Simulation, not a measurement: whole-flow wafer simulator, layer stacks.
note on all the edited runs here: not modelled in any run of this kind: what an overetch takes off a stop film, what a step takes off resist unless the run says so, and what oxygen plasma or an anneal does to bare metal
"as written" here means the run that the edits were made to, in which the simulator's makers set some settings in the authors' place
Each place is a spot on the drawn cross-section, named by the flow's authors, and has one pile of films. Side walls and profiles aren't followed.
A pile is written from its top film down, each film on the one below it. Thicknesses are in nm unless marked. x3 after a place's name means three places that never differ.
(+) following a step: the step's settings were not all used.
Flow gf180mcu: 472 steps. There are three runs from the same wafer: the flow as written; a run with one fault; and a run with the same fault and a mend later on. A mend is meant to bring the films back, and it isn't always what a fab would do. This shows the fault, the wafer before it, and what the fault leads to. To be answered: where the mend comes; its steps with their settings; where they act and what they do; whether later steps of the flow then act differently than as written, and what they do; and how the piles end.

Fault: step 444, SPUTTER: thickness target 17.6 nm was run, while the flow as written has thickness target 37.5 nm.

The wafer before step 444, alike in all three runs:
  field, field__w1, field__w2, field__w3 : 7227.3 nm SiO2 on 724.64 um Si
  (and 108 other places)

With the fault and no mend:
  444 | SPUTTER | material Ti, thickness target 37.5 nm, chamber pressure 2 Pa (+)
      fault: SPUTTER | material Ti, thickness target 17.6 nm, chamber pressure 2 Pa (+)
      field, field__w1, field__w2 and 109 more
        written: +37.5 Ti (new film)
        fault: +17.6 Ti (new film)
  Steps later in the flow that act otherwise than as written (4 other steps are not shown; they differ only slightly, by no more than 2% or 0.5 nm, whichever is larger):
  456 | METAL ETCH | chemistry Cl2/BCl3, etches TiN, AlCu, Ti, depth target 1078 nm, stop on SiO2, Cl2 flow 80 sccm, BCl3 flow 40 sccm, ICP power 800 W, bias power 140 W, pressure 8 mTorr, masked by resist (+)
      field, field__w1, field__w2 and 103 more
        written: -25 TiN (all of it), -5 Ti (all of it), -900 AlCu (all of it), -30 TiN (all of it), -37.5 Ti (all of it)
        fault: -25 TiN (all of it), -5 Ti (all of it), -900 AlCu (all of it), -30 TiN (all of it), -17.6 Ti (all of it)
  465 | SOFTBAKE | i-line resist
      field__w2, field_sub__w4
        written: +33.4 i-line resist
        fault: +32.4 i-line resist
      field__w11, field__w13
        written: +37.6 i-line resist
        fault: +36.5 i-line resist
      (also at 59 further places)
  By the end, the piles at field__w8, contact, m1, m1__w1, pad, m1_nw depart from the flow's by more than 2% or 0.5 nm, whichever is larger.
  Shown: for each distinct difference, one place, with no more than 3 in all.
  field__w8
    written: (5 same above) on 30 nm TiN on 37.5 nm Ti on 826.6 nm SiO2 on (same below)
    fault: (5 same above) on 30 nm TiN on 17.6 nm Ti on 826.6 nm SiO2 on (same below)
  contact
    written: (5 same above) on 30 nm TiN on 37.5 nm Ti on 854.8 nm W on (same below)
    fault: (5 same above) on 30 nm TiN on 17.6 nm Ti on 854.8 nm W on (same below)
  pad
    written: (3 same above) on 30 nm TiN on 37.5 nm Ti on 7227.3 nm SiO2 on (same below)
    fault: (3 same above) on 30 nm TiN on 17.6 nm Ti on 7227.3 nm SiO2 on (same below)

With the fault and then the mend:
  The mend stands after step 444.
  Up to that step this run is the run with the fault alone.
  444a | SPUTTER | material Ti, thickness target 19.9 nm, chamber pressure 2 Pa (+) (the flow's step 444, run once more with other settings)
      field, field__w1, field__w2 and 109 more
        +19.9 Ti
  None of the later steps of the flow acts differently than as written at any place that is followed.
  By the end, the piles equal the flow's at every place that both follow.
